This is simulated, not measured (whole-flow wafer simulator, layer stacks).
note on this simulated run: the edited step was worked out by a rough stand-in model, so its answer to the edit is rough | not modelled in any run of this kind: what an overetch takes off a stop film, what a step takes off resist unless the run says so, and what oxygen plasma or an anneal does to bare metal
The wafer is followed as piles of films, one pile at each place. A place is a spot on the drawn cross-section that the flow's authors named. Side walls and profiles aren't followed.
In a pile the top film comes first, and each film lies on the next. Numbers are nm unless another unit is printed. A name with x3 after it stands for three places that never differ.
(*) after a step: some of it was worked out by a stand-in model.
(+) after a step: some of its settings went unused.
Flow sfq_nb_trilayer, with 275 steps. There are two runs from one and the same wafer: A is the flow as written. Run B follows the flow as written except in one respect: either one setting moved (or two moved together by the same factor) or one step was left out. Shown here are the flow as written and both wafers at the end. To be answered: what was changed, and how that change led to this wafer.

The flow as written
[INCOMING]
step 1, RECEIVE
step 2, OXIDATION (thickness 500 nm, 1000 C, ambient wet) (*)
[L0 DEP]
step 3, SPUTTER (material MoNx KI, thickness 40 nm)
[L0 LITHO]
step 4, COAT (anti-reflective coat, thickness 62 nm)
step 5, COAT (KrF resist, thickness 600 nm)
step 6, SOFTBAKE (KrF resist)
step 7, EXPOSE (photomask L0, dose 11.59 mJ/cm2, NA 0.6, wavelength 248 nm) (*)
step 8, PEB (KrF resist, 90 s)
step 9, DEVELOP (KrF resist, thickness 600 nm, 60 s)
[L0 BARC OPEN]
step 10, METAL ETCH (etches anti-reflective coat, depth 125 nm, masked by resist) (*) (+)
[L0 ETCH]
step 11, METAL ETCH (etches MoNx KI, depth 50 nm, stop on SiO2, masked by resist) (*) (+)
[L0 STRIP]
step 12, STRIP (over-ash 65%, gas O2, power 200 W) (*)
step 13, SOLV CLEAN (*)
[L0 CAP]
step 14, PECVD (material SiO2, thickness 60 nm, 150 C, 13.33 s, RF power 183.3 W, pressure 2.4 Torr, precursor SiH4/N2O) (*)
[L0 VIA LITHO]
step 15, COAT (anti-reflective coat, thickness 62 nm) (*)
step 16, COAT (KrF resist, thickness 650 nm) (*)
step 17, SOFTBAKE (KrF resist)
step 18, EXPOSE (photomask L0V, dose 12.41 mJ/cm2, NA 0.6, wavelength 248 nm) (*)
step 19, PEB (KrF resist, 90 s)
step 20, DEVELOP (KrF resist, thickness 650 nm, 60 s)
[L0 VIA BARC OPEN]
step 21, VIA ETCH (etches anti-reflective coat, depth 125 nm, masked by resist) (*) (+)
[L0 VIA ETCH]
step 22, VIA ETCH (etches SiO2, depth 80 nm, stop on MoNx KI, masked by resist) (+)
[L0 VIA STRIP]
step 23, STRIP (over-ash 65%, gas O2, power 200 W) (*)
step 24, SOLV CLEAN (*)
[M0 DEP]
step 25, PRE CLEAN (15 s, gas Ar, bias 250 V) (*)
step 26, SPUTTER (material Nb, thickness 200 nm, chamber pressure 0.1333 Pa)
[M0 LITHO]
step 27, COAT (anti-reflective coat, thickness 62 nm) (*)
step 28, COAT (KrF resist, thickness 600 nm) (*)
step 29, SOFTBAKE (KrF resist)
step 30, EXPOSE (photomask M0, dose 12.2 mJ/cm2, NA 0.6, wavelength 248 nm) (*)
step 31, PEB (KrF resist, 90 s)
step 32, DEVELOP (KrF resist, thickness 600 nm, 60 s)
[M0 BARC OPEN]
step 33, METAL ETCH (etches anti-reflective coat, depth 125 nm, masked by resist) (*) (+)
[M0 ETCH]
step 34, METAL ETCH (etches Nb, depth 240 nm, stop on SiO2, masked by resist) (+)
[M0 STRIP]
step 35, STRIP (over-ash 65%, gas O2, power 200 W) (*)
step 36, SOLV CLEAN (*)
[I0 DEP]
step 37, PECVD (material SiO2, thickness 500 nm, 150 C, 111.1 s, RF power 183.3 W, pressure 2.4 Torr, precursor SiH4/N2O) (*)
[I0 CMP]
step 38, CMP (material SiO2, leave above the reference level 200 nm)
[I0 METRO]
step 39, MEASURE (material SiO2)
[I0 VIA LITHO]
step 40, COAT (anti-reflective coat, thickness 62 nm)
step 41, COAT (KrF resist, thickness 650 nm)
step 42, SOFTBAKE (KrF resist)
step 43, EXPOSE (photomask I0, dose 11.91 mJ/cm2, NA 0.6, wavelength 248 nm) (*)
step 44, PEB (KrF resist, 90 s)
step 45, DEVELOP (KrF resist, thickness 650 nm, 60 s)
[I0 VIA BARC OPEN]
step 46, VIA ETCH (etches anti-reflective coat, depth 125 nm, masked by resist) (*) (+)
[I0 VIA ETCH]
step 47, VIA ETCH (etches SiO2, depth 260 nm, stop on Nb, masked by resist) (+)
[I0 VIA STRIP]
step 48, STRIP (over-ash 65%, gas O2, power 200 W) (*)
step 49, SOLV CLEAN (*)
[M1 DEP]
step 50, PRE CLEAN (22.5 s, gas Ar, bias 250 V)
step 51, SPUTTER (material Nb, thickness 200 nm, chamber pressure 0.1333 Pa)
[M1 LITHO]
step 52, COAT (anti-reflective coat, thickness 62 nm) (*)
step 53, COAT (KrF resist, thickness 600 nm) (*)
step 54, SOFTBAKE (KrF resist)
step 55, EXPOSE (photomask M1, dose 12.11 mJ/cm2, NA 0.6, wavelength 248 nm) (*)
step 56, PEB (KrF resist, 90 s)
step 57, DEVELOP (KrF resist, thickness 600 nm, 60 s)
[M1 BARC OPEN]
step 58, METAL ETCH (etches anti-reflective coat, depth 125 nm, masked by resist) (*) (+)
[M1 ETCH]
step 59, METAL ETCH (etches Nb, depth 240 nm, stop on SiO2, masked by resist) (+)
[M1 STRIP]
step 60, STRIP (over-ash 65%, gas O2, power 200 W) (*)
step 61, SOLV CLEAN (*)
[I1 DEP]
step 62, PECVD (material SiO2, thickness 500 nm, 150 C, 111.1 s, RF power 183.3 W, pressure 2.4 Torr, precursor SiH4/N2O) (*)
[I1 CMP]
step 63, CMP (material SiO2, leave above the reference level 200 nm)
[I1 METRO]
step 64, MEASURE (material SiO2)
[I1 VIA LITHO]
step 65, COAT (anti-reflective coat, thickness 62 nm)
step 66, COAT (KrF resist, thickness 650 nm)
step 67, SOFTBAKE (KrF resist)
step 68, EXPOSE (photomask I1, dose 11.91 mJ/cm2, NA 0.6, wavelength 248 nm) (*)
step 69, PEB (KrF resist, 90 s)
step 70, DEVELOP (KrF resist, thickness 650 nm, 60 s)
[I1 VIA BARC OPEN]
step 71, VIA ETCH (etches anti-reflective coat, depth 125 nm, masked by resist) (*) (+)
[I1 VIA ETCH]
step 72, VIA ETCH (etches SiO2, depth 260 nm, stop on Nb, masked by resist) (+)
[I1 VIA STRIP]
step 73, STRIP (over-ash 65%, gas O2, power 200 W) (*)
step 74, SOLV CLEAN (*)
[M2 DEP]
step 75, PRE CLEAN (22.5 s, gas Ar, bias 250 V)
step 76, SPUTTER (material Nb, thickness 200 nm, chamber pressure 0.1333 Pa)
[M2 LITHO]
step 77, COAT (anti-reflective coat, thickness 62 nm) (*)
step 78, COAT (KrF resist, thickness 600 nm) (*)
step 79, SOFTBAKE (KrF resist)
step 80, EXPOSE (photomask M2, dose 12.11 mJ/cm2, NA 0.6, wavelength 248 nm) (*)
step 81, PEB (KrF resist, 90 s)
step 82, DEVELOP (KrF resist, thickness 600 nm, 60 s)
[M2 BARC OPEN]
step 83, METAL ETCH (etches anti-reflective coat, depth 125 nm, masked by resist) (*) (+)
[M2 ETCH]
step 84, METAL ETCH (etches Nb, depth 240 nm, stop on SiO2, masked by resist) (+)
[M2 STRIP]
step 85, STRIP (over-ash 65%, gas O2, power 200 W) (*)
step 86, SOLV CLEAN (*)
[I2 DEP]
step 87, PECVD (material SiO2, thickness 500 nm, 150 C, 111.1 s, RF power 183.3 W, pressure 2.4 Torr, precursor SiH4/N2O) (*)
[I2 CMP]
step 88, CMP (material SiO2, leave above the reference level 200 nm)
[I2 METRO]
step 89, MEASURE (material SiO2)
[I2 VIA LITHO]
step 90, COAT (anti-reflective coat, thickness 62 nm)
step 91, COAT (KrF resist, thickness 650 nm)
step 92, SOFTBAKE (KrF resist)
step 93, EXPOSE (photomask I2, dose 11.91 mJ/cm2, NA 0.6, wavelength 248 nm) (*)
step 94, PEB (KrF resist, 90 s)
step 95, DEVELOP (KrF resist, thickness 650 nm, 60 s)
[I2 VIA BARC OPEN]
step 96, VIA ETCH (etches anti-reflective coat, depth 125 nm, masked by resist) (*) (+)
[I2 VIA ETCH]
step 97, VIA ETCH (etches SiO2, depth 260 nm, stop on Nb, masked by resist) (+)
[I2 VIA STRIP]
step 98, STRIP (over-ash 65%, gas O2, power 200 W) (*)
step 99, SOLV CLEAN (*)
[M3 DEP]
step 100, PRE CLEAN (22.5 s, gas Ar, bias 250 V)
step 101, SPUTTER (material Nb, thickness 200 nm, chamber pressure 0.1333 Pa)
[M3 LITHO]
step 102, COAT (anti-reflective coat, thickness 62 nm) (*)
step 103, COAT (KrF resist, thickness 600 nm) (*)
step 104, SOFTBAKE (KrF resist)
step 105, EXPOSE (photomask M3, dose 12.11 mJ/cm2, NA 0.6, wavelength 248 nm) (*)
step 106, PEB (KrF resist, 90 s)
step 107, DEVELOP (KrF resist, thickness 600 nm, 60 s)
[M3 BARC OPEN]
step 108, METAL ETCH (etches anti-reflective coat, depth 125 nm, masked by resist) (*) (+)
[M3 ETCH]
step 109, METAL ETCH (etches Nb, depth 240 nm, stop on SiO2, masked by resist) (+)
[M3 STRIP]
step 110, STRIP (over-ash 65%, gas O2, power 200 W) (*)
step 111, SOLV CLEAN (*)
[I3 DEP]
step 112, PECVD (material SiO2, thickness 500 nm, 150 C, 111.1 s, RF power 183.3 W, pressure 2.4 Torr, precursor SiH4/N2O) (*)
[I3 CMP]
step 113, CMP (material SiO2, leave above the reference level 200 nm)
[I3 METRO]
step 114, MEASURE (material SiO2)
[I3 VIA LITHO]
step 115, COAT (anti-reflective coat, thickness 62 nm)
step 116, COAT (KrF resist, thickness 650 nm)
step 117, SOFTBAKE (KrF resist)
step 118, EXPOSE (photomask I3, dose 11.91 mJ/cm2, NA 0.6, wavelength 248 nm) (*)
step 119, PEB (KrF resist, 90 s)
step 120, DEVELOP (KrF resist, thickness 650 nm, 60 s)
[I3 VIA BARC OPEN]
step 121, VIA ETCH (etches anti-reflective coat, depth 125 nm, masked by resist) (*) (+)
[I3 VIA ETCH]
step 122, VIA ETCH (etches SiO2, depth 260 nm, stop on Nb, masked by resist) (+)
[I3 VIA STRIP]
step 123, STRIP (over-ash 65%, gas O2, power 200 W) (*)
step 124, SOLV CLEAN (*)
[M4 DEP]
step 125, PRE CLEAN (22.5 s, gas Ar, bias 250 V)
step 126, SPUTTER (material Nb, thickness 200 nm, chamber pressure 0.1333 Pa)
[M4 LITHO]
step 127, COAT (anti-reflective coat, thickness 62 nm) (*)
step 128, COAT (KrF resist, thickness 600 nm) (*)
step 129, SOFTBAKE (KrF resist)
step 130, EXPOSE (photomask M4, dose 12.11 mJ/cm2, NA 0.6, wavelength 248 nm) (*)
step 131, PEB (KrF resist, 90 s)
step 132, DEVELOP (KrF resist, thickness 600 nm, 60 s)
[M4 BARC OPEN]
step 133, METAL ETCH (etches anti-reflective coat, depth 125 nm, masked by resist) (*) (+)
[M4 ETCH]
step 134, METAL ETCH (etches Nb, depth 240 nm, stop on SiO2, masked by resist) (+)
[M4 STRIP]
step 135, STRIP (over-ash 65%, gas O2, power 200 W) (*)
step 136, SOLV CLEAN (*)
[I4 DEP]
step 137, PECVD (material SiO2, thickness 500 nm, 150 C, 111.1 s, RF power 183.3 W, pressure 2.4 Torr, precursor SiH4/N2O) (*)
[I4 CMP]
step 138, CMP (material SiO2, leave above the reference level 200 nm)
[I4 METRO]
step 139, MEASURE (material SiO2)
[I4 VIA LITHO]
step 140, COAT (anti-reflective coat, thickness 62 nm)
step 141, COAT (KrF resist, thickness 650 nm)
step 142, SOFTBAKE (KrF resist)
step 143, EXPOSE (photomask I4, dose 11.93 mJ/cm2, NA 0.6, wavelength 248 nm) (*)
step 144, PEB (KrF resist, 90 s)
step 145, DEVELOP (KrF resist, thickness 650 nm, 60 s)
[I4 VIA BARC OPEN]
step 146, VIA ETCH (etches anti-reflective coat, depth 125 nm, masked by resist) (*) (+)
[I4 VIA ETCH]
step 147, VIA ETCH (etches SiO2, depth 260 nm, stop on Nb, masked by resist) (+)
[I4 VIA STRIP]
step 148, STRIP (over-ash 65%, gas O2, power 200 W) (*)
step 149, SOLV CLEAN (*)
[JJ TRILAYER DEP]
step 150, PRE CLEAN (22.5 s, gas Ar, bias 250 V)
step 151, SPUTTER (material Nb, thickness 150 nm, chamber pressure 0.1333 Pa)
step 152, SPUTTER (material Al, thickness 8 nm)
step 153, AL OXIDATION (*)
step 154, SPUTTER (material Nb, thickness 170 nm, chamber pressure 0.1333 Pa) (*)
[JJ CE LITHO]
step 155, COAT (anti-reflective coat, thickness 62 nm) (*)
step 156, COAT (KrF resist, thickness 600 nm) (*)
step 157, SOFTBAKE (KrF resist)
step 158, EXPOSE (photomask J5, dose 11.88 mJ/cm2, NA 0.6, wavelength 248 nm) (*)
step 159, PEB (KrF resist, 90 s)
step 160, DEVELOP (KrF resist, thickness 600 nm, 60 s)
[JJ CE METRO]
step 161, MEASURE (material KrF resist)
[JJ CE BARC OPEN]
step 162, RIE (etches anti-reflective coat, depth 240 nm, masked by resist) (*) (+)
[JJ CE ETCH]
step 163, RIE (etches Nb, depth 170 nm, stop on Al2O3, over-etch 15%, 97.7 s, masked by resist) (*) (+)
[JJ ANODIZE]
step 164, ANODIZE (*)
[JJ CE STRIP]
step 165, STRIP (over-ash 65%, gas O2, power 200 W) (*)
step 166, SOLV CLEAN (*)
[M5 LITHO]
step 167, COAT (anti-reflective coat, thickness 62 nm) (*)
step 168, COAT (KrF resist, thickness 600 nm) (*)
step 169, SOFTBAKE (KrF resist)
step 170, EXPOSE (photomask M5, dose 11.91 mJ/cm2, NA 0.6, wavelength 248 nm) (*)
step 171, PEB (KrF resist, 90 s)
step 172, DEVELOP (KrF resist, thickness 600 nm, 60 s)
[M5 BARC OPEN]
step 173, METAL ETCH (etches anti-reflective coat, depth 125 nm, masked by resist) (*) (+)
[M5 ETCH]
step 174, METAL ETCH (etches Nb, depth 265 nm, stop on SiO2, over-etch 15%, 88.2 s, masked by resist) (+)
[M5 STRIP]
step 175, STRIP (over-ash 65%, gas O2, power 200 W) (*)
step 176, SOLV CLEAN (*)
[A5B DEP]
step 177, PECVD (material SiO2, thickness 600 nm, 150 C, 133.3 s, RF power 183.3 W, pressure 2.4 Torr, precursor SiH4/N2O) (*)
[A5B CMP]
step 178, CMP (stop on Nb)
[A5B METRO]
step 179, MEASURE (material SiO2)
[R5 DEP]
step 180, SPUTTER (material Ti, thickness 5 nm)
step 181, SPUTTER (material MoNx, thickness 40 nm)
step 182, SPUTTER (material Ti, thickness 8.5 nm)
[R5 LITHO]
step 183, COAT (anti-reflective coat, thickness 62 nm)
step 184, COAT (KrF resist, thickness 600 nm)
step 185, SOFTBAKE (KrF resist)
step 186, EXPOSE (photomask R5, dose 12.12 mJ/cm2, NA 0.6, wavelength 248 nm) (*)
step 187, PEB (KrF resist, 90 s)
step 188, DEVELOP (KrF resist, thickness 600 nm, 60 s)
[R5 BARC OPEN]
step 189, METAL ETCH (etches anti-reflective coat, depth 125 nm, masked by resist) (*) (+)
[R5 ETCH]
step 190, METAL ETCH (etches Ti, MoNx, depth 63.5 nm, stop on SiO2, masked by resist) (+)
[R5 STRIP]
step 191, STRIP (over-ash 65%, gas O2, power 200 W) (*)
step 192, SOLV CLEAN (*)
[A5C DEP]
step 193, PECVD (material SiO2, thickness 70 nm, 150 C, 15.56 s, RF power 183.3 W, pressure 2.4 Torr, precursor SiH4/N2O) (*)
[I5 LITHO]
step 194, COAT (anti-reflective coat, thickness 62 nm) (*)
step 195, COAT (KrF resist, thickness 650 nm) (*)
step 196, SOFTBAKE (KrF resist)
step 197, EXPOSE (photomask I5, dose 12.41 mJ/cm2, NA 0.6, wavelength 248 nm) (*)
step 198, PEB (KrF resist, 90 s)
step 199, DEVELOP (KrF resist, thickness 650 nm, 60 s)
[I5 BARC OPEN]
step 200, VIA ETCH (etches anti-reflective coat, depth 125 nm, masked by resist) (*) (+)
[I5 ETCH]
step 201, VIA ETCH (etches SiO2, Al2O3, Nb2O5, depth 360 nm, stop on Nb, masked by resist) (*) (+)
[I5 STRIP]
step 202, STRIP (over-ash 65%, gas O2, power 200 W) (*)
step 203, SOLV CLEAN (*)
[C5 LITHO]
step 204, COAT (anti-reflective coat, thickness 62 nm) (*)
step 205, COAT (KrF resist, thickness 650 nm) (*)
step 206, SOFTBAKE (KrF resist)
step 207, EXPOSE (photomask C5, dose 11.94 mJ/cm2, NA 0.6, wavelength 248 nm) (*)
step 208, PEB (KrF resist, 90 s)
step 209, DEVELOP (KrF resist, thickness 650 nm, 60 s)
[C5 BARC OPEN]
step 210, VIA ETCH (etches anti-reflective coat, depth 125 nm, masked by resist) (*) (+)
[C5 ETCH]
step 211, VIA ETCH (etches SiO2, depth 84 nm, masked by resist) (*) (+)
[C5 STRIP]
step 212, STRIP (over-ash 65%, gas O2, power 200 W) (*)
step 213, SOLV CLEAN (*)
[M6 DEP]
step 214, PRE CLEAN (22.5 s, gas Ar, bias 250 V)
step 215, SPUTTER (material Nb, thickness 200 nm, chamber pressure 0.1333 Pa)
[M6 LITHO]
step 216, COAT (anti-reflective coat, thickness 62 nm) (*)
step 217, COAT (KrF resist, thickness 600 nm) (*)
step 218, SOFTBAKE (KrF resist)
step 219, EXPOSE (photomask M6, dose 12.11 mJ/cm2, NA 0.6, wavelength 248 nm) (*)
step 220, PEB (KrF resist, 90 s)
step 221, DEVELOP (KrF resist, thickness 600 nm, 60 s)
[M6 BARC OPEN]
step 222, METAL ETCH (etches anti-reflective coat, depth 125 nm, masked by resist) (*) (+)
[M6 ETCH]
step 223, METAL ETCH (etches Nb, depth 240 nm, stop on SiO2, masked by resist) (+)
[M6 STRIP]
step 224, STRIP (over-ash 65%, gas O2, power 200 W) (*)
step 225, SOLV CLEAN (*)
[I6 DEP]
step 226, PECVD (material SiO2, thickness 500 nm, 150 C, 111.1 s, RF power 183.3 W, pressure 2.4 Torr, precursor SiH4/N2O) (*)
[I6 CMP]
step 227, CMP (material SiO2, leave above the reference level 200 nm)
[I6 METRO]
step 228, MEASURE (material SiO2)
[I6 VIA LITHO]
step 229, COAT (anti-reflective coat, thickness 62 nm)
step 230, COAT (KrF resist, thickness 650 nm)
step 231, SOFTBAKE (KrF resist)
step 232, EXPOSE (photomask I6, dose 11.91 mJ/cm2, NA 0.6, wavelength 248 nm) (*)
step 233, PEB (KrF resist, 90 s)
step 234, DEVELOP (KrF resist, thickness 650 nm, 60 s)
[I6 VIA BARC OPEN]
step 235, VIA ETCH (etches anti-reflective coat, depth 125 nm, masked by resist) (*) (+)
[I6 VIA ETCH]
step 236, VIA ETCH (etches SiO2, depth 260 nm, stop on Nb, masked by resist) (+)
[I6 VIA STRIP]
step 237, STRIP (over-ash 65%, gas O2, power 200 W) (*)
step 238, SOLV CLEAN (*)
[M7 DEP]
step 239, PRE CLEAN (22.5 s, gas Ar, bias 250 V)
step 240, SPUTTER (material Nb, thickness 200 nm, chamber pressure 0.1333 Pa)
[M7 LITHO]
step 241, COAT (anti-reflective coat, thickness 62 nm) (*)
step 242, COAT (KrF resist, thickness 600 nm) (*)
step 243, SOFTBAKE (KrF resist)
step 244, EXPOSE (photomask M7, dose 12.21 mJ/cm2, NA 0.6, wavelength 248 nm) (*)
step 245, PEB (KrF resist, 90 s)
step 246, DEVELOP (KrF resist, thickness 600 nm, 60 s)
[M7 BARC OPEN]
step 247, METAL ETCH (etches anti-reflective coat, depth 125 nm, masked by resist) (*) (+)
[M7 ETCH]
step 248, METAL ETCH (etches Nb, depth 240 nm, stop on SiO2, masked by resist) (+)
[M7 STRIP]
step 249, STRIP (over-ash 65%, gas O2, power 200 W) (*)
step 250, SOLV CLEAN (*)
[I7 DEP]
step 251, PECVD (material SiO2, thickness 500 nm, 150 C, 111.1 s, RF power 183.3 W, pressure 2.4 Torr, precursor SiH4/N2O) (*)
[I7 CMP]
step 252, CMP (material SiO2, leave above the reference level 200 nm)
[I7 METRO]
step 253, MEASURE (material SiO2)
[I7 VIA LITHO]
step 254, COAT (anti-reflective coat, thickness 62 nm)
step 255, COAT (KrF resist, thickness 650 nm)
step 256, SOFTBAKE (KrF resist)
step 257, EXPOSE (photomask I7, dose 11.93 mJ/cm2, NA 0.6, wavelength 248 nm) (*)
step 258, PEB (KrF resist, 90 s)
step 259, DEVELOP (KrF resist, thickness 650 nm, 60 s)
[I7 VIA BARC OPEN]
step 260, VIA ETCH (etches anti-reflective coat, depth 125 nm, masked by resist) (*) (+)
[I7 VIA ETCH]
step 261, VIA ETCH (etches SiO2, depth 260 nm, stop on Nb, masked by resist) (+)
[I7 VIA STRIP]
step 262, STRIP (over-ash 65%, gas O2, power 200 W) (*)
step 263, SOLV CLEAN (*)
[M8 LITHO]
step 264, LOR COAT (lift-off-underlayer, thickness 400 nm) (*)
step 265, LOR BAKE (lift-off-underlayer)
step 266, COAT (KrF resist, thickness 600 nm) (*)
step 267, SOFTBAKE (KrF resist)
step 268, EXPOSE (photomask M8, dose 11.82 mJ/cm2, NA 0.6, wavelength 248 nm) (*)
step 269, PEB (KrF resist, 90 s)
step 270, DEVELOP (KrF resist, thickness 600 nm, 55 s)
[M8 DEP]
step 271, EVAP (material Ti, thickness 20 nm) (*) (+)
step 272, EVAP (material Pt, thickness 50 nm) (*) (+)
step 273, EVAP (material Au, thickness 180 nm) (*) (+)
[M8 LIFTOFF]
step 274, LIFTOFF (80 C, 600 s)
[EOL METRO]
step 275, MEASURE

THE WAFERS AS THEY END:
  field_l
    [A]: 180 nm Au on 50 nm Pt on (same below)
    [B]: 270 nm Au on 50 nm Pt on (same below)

Cause: step 273, EVAP: thickness 270 nm was run, while the flow as written has thickness 180 nm.
The wafer lets one read it off: field_l has Au 270, and step 273 as written asks for 180 nm.

The path from the change to this, step by step:
  step 273, EVAP (material Au, thickness 180 nm) (*) (+)
      field_l, v_sur, via_wl and 103 more: A +180 Au (new film) | B +270 Au (new film)
  step 274, LIFTOFF (80 C, 600 s)
      p4_fl x3, p4_w1 x9, p4_g1 x2 and 60 more: A -180 Au (all of it), -50 Pt (all of it), -20 Ti (all of it), -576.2 KrF resist (all of it), -400 lift-off-underlayer (all of it) | B -270 Au (all of it), -50 Pt (all of it), -20 Ti (all of it), -576.2 KrF resist (all of it), -400 lift-off-underlayer (all of it)
      c5j, ce_r: A -180 Au (all of it), -50 Pt (all of it), -20 Ti (all of it), -573.3 KrF resist (all of it), -399.3 lift-off-underlayer (all of it) | B -270 Au (all of it), -50 Pt (all of it), -20 Ti (all of it), -573.3 KrF resist (all of it), -399.3 lift-off-underlayer (all of it)
      (and at 19 other places as well)
